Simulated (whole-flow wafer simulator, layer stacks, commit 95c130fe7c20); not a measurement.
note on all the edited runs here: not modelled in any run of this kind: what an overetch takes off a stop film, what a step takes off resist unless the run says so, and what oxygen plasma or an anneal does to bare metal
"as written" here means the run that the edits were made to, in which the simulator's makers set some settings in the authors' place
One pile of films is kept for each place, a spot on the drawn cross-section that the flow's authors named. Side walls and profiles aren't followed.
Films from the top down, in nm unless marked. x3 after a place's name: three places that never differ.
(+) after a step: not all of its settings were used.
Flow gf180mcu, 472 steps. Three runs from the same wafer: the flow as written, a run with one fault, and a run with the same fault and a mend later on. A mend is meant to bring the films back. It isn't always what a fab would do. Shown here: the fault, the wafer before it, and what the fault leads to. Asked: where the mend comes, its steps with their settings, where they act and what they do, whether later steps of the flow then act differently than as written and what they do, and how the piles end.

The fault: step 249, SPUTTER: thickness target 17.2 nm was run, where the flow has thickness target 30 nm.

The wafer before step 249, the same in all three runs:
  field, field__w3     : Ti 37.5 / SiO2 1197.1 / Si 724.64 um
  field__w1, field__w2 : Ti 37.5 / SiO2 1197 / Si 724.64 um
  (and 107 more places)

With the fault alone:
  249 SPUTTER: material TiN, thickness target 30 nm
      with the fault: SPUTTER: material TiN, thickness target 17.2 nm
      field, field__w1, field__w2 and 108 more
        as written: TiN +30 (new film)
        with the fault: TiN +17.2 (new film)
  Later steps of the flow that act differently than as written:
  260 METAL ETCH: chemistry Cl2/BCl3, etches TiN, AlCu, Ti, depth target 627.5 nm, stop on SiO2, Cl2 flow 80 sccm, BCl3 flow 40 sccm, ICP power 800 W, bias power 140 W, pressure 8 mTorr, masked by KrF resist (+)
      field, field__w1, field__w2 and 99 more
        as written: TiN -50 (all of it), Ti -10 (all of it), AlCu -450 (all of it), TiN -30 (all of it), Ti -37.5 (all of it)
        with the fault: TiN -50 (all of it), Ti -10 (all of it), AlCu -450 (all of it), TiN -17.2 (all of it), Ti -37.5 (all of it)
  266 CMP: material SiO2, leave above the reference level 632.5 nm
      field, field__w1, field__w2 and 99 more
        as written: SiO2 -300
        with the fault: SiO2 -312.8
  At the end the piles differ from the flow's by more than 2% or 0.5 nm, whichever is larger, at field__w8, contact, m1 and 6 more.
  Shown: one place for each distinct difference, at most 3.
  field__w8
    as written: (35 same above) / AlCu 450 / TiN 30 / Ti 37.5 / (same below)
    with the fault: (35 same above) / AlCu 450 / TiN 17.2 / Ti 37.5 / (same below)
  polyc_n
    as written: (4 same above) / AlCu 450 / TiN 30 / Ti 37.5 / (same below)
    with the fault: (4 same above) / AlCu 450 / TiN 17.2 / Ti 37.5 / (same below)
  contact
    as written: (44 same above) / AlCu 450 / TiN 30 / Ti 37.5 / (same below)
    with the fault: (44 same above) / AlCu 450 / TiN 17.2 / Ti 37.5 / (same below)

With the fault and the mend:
  The mend comes after step 249.
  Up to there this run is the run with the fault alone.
  249a SPUTTER: material TiN, thickness target 12.8 nm (the flow's step 249 once more, with other settings)
      field, field__w1, field__w2 and 108 more
        TiN +12.8
  No later step of the flow acts differently than as written at any place that is followed.
  At the end the piles are the same as the flow's at every place that both follow.
